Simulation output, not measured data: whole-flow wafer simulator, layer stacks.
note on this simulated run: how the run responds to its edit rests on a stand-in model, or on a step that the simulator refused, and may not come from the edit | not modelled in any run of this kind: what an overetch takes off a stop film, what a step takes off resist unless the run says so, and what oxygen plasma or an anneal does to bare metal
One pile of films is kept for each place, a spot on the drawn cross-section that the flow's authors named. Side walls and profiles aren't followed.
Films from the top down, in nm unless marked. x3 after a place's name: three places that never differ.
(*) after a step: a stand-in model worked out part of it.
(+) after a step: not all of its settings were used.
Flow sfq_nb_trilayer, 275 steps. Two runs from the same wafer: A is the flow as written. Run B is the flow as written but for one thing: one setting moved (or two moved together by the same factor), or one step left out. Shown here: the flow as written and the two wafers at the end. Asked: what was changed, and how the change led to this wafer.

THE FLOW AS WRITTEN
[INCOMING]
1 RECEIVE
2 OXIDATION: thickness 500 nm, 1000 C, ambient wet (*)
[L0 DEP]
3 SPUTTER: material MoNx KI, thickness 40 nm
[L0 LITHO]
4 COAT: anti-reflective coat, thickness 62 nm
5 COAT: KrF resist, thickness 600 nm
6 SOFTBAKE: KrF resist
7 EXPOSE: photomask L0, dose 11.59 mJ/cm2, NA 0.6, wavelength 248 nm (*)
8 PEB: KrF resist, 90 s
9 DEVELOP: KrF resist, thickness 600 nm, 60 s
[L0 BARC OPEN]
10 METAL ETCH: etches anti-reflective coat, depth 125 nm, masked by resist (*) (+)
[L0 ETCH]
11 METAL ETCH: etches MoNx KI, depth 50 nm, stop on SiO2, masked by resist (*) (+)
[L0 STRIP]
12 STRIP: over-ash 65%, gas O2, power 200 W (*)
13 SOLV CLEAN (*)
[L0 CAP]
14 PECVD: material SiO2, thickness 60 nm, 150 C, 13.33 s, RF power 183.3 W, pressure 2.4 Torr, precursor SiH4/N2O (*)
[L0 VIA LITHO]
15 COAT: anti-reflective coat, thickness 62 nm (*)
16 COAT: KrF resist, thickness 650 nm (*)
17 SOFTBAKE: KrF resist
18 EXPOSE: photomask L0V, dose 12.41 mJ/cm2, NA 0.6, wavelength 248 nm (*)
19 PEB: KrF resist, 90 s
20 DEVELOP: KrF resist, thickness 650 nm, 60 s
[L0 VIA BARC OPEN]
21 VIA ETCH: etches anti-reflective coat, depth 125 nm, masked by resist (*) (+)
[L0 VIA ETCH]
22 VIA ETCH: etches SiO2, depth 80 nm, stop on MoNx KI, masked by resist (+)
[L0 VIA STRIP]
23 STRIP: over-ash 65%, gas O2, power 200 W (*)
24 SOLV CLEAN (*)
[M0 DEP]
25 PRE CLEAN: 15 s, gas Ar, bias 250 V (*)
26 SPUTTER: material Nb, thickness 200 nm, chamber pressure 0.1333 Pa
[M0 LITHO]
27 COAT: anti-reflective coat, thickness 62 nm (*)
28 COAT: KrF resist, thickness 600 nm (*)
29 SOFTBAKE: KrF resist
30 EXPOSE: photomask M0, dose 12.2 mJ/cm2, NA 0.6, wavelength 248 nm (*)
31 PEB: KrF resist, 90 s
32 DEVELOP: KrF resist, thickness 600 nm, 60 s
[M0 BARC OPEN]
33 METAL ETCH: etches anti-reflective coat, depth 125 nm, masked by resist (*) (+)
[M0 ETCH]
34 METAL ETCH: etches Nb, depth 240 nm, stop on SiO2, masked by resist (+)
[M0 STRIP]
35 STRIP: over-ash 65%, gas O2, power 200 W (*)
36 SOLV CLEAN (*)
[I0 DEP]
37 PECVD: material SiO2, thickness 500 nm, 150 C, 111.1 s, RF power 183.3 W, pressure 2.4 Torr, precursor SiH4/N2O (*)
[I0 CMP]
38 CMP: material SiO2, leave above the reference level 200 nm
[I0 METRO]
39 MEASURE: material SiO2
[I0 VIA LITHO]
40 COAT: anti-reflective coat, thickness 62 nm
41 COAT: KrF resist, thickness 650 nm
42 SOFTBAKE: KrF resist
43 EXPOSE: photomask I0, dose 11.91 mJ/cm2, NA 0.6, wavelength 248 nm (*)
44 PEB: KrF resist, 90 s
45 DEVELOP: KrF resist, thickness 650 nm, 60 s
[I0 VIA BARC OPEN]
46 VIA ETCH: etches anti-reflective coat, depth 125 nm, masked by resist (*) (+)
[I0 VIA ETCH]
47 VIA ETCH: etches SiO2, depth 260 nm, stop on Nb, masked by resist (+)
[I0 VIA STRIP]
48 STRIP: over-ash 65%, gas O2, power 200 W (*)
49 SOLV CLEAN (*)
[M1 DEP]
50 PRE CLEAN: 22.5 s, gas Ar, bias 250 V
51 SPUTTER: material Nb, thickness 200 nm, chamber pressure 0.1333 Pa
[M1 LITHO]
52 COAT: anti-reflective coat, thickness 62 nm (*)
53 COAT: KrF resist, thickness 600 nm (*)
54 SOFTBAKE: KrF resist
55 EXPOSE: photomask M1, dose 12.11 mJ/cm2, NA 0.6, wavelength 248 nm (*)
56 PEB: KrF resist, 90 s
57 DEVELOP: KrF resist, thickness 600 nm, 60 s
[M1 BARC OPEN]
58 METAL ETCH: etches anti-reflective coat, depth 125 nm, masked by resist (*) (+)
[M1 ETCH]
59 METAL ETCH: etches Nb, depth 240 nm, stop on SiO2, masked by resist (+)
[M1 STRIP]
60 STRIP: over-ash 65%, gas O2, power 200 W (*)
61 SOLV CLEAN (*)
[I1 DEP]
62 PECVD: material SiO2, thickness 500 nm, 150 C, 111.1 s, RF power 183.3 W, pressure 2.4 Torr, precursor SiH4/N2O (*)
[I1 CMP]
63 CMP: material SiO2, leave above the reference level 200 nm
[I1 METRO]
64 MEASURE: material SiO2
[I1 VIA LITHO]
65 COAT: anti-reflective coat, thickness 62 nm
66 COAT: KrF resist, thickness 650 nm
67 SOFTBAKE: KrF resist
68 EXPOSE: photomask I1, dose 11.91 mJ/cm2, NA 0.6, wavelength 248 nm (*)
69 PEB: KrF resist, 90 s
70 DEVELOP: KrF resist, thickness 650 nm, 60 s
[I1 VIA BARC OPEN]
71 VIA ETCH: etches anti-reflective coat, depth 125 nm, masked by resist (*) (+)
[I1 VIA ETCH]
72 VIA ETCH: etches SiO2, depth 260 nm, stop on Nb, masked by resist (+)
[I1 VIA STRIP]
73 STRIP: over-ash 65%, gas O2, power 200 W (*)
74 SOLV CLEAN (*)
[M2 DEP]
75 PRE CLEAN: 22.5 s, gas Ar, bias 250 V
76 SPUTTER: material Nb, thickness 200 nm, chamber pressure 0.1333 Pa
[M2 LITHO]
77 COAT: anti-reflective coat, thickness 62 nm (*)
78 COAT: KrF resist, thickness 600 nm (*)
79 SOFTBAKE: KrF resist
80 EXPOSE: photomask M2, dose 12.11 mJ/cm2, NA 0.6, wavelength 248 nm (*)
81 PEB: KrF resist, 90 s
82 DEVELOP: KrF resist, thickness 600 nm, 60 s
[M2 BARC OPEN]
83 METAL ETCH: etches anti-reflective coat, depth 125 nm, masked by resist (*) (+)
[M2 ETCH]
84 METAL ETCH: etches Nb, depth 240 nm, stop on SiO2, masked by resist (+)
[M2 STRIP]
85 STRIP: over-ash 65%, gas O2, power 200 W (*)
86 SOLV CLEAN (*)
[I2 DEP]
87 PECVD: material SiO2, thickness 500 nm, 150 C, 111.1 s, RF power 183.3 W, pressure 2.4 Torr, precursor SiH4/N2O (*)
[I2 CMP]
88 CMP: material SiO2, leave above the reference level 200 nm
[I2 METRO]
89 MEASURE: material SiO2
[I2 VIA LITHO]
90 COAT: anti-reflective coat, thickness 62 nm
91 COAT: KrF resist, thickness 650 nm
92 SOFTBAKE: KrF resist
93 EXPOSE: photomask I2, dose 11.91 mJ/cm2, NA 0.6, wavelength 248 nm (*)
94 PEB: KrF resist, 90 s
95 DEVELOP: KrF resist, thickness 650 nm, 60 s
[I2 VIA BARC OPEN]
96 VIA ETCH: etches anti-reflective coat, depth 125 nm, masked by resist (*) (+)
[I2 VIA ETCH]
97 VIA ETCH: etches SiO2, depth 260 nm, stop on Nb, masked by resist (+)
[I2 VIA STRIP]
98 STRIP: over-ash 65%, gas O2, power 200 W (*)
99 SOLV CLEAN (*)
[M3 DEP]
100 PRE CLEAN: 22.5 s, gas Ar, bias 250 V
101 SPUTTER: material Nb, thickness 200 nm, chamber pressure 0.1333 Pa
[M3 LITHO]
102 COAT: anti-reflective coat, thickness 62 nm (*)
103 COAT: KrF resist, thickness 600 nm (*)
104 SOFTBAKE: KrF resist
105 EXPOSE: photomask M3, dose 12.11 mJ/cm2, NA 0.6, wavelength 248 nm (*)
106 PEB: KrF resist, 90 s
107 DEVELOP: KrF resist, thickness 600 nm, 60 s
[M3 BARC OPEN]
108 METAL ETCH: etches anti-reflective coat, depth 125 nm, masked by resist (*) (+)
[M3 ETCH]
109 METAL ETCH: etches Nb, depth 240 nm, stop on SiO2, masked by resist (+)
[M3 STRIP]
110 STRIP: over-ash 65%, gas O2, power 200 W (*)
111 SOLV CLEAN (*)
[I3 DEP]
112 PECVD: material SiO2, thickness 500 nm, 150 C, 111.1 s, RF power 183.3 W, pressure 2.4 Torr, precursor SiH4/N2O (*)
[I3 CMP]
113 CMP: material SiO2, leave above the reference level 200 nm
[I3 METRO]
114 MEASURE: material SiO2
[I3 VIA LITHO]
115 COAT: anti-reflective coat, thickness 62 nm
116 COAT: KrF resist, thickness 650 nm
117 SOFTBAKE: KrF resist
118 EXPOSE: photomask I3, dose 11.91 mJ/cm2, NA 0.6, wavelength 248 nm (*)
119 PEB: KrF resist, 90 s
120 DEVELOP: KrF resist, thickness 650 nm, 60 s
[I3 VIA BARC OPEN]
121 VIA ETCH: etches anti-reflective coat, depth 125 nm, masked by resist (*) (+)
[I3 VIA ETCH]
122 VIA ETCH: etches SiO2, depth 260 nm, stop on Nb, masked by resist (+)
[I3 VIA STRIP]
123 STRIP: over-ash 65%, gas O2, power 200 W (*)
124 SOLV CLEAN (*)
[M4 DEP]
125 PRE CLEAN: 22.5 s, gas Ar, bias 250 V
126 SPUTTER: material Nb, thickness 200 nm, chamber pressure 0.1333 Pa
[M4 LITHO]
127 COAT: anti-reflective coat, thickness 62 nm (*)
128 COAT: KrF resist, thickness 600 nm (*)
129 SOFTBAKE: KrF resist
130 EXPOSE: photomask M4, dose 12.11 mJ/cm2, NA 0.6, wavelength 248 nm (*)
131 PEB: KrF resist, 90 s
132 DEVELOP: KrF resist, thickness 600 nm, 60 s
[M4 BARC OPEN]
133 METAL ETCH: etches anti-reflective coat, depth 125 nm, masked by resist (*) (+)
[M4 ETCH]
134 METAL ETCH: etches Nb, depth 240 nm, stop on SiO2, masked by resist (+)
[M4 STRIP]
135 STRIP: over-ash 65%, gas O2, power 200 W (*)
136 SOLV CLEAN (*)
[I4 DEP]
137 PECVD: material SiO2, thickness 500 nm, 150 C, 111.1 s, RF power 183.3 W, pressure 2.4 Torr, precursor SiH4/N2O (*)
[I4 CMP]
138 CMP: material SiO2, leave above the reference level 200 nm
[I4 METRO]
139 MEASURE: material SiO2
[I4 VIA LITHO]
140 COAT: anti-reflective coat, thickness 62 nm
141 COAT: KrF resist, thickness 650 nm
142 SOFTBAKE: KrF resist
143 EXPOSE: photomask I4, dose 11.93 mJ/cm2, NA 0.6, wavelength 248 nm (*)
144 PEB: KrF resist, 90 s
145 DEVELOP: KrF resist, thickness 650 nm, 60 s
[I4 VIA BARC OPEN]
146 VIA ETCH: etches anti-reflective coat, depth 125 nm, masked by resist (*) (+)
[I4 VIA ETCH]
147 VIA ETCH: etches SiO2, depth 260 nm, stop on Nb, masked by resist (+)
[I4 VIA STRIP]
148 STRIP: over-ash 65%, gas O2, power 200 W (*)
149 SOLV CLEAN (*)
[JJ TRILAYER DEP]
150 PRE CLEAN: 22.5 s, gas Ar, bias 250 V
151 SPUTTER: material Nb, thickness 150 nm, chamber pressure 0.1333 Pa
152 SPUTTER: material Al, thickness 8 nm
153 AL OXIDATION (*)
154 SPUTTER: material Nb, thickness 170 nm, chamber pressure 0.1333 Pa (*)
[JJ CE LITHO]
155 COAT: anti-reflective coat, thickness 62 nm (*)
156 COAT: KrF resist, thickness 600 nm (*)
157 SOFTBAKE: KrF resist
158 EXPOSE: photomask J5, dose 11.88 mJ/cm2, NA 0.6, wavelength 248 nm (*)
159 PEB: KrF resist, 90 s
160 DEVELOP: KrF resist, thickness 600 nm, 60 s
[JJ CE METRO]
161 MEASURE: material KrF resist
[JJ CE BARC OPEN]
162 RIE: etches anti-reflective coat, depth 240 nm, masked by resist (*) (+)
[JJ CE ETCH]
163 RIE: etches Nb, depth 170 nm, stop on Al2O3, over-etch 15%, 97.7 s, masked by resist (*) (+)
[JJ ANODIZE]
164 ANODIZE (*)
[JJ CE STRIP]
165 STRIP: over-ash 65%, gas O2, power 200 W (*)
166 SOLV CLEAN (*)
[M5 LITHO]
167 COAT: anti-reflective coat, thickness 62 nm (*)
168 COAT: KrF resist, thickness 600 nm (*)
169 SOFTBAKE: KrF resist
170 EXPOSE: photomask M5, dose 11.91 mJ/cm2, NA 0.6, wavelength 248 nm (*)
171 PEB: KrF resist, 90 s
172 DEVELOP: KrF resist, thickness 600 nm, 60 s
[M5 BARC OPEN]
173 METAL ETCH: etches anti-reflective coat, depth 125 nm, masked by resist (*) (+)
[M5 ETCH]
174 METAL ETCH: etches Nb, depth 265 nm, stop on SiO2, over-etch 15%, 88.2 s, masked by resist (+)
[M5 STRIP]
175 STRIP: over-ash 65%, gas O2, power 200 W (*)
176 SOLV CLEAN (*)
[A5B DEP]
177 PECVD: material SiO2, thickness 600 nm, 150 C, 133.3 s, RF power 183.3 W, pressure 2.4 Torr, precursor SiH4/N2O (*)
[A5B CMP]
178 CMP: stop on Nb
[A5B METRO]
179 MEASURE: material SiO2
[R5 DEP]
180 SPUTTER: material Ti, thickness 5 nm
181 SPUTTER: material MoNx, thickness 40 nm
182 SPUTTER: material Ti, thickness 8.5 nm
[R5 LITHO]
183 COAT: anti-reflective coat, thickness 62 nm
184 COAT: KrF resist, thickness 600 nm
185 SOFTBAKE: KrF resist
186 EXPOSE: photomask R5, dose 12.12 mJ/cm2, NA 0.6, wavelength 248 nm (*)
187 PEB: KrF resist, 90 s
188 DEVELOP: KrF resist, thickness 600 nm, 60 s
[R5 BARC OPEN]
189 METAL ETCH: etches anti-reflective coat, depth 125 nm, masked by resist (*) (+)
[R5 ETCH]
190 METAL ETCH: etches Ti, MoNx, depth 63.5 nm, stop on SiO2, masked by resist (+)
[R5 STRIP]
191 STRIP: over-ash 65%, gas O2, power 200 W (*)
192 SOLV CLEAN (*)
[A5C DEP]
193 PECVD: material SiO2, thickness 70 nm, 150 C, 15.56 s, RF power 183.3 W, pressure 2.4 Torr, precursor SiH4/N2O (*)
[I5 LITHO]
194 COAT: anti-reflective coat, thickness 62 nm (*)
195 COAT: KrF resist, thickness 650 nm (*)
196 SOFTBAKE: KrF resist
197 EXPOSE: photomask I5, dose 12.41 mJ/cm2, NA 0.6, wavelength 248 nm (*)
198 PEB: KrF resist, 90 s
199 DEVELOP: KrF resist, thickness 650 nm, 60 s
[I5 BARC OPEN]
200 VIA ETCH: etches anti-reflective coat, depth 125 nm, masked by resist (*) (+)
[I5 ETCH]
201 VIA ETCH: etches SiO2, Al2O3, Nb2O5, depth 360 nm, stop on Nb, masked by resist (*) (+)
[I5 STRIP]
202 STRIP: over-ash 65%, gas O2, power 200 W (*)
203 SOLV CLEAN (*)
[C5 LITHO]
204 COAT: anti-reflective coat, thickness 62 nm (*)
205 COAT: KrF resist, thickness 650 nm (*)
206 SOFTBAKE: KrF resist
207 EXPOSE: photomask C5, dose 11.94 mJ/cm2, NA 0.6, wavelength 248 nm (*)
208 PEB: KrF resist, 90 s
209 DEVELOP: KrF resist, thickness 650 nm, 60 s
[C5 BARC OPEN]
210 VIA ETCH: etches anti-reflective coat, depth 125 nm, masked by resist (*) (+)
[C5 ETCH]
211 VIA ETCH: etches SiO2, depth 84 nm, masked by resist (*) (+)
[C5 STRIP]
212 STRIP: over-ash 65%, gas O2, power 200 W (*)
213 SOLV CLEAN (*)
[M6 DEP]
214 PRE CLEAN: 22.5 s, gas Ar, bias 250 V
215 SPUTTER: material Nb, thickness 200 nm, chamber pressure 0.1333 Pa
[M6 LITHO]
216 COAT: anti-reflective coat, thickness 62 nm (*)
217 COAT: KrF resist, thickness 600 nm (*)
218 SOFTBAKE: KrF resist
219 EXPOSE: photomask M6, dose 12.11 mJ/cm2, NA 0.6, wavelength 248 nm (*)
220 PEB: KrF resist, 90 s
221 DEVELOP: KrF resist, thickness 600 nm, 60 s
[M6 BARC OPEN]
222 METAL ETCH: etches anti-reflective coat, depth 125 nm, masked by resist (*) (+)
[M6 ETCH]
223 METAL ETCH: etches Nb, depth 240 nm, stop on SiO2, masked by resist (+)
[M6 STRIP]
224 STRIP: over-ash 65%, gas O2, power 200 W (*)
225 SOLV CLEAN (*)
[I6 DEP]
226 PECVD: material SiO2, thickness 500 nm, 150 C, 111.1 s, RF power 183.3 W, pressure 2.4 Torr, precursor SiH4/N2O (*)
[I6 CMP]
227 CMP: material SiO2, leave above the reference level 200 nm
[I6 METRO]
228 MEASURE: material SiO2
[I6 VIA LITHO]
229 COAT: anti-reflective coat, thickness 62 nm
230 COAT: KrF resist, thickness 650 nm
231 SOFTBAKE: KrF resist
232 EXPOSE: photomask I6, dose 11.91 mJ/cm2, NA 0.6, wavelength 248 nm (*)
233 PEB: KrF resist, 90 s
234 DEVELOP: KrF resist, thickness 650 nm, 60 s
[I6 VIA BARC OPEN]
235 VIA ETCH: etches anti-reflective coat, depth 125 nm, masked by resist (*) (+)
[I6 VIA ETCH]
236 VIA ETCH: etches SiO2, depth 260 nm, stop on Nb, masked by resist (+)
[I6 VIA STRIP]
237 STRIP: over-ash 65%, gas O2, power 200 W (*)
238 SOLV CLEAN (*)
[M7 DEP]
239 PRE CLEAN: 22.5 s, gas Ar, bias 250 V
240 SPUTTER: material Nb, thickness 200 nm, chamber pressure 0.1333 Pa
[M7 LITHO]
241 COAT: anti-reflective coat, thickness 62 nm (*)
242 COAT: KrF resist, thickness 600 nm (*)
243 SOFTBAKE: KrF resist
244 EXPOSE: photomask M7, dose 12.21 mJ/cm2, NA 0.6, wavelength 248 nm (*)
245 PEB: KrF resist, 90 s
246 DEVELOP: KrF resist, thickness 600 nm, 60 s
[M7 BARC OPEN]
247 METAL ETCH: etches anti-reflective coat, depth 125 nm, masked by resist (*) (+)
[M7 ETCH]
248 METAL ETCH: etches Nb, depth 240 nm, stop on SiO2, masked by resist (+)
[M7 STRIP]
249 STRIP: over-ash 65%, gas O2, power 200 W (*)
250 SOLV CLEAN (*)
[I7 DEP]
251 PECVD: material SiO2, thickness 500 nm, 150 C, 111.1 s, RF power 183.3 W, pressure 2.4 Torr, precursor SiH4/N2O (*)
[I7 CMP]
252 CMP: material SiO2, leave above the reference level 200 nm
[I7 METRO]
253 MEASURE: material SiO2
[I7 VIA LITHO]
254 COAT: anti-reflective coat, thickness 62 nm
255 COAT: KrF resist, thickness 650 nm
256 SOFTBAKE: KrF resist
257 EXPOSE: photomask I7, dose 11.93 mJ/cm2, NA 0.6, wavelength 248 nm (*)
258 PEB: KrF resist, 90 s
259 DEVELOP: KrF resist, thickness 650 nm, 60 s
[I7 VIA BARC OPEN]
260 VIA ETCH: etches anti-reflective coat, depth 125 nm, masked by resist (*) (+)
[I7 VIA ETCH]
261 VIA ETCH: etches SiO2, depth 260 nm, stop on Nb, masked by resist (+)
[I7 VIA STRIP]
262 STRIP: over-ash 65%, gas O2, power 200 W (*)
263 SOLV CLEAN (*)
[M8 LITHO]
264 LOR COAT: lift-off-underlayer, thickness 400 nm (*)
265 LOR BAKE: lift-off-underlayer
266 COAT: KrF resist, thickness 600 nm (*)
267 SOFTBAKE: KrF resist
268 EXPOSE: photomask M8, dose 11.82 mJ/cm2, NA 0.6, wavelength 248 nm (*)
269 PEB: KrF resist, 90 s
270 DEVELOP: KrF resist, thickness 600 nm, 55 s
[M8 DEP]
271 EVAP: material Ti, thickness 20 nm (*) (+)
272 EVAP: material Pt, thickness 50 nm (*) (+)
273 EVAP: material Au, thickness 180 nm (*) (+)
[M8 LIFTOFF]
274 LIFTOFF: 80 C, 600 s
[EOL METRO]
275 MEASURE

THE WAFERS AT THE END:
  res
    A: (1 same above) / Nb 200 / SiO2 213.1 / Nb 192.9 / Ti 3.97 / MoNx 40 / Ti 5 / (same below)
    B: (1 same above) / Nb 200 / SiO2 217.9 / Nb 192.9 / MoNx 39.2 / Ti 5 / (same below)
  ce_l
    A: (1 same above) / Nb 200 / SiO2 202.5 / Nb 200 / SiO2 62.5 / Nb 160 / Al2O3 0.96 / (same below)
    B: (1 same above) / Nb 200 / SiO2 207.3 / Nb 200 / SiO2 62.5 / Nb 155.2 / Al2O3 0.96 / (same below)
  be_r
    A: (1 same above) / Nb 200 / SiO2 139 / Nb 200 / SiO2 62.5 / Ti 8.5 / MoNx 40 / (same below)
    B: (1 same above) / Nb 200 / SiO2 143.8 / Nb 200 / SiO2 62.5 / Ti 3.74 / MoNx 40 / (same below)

The cause: step 182, SPUTTER: thickness 3.74 nm was run, where the flow has thickness 8.5 nm.
It can be read off the wafer: be_r has Ti 3.74, and step 182 as written asks for 8.5 nm.

How the change led to this, step by step:
  182 SPUTTER: material Ti, thickness 8.5 nm
      field_l, v_sur, via_wl and 103 more: A Ti +8.5 (new film) | B Ti +3.74 (new film)
  190 METAL ETCH: etches Ti, MoNx, depth 63.5 nm, stop on SiO2, masked by resist (+)
      field_l, v_sur, via_wl and 92 more: A Ti -8.5 (all of it), MoNx -40 (all of it), Ti -5 (all of it) | B Ti -3.74 (all of it), MoNx -40 (all of it), Ti -5 (all of it)
      ce_l, c5j, ce_r, wl_jj: A Ti -8.5 (all of it), MoNx -40 (all of it), Ti -5 (all of it), Nb -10 | B Ti -3.74 (all of it), MoNx -40 (all of it), Ti -5 (all of it), Nb -14.8
  194 COAT: anti-reflective coat, thickness 62 nm (*)
      r5r_spacepad_l, r5r_spacepad_r: A anti-reflective coat +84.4 (new film) | B anti-reflective coat +82.3 (new film)
      ce_l: A anti-reflective coat +67.2 (new film) | B anti-reflective coat +69.3 (new film)
      (and at 4 more places)
  202 STRIP: over-ash 65%, gas O2, power 200 W (*)
      r5r_spacepad_l, r5r_spacepad_r: A KrF resist -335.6 (all of it), anti-reflective coat -84.4 (all of it) | B KrF resist -335.4 (all of it), anti-reflective coat -82.3 (all of it)
      ce_l: A KrF resist -341.5 (all of it), anti-reflective coat -67.2 (all of it) | B KrF resist -342.8 (all of it), anti-reflective coat -69.3 (all of it)
      (and at 4 more places)
  204 COAT: anti-reflective coat, thickness 62 nm (*)
      r5r_spacepad_l, r5r_spacepad_r: A anti-reflective coat +84.4 (new film) | B anti-reflective coat +82.3 (new film)
      ce_l: A anti-reflective coat +66 (new film) | B anti-reflective coat +68.1 (new film)
      (and at 3 more places)
  212 STRIP: over-ash 65%, gas O2, power 200 W (*)
      r5r_spacepad_l, r5r_spacepad_r: A KrF resist -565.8 (all of it), anti-reflective coat -84.4 (all of it) | B KrF resist -565.2 (all of it), anti-reflective coat -82.3 (all of it)
      ce_l: A KrF resist -567.4 (all of it), anti-reflective coat -66 (all of it) | B KrF resist -568.3 (all of it), anti-reflective coat -68.1 (all of it)
      (and at 3 more places)
  214 PRE CLEAN: 22.5 s, gas Ar, bias 250 V
      res: A Ti -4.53 | B Ti -3.74 (all of it), MoNx -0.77
  216 COAT: anti-reflective coat, thickness 62 nm (*)
      r5r_spacepad_l, r5r_spacepad_r: A anti-reflective coat +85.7 (new film) | B anti-reflective coat +83.4 (new film)
      ce_l: A anti-reflective coat +48 (new film) | B anti-reflective coat +49.5 (new film)
      (and at 3 more places)
  222 METAL ETCH: etches anti-reflective coat, depth 125 nm, masked by resist (*) (+)
      r5r_spacepad_l, r5r_spacepad_r: A anti-reflective coat -85.7 (all of it) | B anti-reflective coat -83.4 (all of it)
  224 STRIP: over-ash 65%, gas O2, power 200 W (*)
      ce_l: A KrF resist -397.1 (all of it), anti-reflective coat -48 (all of it) | B KrF resist -398.8 (all of it), anti-reflective coat -49.5 (all of it)
      ce_r: A KrF resist -403.5 (all of it), anti-reflective coat -48.8 (all of it) | B KrF resist -404.7 (all of it), anti-reflective coat -50.3 (all of it)
      (and at 2 more places)
  227 CMP: material SiO2, leave above the reference level 200 nm
      r5r_line_l, r5r_line_c, r5r_line_r: A SiO2 -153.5 | B SiO2 -148.7
      r5r_spacepad_l, r5r_spacepad_r: A SiO2 -153.5 | B SiO2 -146.2
      (and at 1 more place)
